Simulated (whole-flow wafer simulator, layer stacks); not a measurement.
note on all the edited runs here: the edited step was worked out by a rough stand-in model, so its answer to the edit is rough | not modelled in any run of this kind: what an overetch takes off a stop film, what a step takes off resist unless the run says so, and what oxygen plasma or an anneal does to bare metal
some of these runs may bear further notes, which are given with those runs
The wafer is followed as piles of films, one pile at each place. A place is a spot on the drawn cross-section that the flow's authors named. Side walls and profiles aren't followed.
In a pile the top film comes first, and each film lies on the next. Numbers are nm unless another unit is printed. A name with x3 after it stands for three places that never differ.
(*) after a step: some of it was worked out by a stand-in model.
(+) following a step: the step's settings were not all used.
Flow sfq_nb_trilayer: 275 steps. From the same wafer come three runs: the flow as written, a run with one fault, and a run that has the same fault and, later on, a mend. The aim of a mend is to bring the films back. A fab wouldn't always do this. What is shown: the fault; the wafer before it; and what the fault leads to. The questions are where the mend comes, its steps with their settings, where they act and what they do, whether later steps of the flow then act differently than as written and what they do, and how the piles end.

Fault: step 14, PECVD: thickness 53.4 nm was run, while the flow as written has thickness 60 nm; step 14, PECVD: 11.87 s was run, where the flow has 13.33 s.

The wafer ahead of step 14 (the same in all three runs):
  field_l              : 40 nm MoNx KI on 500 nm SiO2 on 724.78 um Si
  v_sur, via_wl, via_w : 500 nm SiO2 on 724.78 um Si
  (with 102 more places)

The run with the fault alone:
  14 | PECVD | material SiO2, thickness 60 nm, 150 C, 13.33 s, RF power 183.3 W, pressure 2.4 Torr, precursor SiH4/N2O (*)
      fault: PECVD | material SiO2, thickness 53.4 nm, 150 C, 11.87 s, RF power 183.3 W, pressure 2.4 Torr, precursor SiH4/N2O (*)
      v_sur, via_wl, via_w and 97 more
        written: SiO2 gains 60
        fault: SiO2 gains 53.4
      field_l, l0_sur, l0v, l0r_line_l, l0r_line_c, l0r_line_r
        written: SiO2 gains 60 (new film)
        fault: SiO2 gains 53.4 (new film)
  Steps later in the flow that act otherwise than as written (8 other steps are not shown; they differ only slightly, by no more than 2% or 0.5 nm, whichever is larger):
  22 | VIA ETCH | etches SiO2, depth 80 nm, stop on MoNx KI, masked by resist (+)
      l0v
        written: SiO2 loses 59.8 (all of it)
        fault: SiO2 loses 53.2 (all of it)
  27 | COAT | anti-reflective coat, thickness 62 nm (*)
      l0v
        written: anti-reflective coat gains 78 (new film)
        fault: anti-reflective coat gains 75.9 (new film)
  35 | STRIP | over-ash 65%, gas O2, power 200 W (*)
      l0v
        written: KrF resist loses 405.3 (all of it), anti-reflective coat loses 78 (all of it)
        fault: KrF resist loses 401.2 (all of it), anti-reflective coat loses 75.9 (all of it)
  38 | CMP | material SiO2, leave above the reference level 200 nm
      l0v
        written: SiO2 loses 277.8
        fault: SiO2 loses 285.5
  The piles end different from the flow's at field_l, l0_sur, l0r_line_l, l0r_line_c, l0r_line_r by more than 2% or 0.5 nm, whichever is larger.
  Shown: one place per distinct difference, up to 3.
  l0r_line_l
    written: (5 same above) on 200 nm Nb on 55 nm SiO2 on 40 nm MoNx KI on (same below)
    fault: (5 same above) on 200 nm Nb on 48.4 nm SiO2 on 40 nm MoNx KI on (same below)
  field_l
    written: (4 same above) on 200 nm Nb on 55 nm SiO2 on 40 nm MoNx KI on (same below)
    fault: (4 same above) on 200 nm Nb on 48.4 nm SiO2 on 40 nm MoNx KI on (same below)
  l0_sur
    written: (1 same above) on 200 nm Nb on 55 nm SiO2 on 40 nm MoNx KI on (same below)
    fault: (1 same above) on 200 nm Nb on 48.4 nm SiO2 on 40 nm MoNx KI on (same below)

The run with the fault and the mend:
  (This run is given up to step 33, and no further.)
  The mend follows step 20.
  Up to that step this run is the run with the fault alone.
  20a | STRIP | over-ash 65%, gas O2, power 200 W (*)
      p4_fl x3, p4_w1 x9, p4_g1 x2 and 59 more
        KrF resist loses 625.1 (all of it), anti-reflective coat loses 62 (all of it)
      jj_sur, ce_l, c5j, ce_r, sp_r, be_r, r_sur
        KrF resist loses 632 (all of it), anti-reflective coat loses 63.7 (all of it)
      l0r_line_l, l0r_line_c, l0r_line_r
        KrF resist loses 621.1 (all of it), anti-reflective coat loses 58.9 (all of it)
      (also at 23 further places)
  20b | PECVD | material SiO2, thickness 6.6 nm, 150 C, 1.467 s, RF power 183.3 W, pressure 2.4 Torr, precursor SiH4/N2O (a further turn of the flow's step 14, with different settings)
      field_l, v_sur, via_wl and 103 more
        SiO2 gains 6.6
  20c | COAT | anti-reflective coat, thickness 62 nm (*) (a further turn of the flow's step 15)
      p4_fl x3, p4_w1 x9, p4_g1 x2 and 59 more
        anti-reflective coat gains 62 (new film)
      be_sur, gap, jj_sur and 8 more
        anti-reflective coat gains 63.7 (new film)
      wire, be, moat, field_r, lsp_l
        anti-reflective coat gains 63.8 (new film)
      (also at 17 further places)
  20d | COAT | KrF resist, thickness 650 nm (*) (a further turn of the flow's step 16)
      p4_fl x3, p4_w1 x9, p4_g1 x2 and 59 more
        KrF resist gains 650 (new film)
      ce_l, c5j, ce_r, sp_r, be_r
        KrF resist gains 656.9 (new film)
      gap, jj_sur, r_sur, res
        KrF resist gains 657 (new film)
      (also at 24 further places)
  20e | SOFTBAKE | KrF resist (a further turn of the flow's step 17)
      alters no film at any place that is followed
  20f | EXPOSE | photomask L0V, dose 12.41 mJ/cm2, NA 0.6, wavelength 248 nm (*) (a further turn of the flow's step 18)
      alters no film at any place that is followed
  20g | PEB | KrF resist, 90 s (a further turn of the flow's step 19)
      p4_fl x3, p4_w1 x9, p4_g1 x2 and 59 more
        KrF resist loses 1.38
      via_v, wire, be and 15 more
        KrF resist loses 1.39
      v_sur, via_w, via_wr, via_sp, lsp_m, ln_m6, lsp_r
        KrF resist loses 1.4
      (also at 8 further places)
  20h | DEVELOP | KrF resist, thickness 650 nm, 60 s (a further turn of the flow's step 20)
      field_l, v_sur, via_wl and 102 more
        KrF resist loses 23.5
      l0v
        KrF resist loses 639 (all of it)
  None of the later steps of the flow up to step 33 differs from how it acts as written, at any place that is followed, by more than 2% or 0.5 nm, whichever is larger.
  The piles after step 33 are the same as the flow's at every place that both follow.
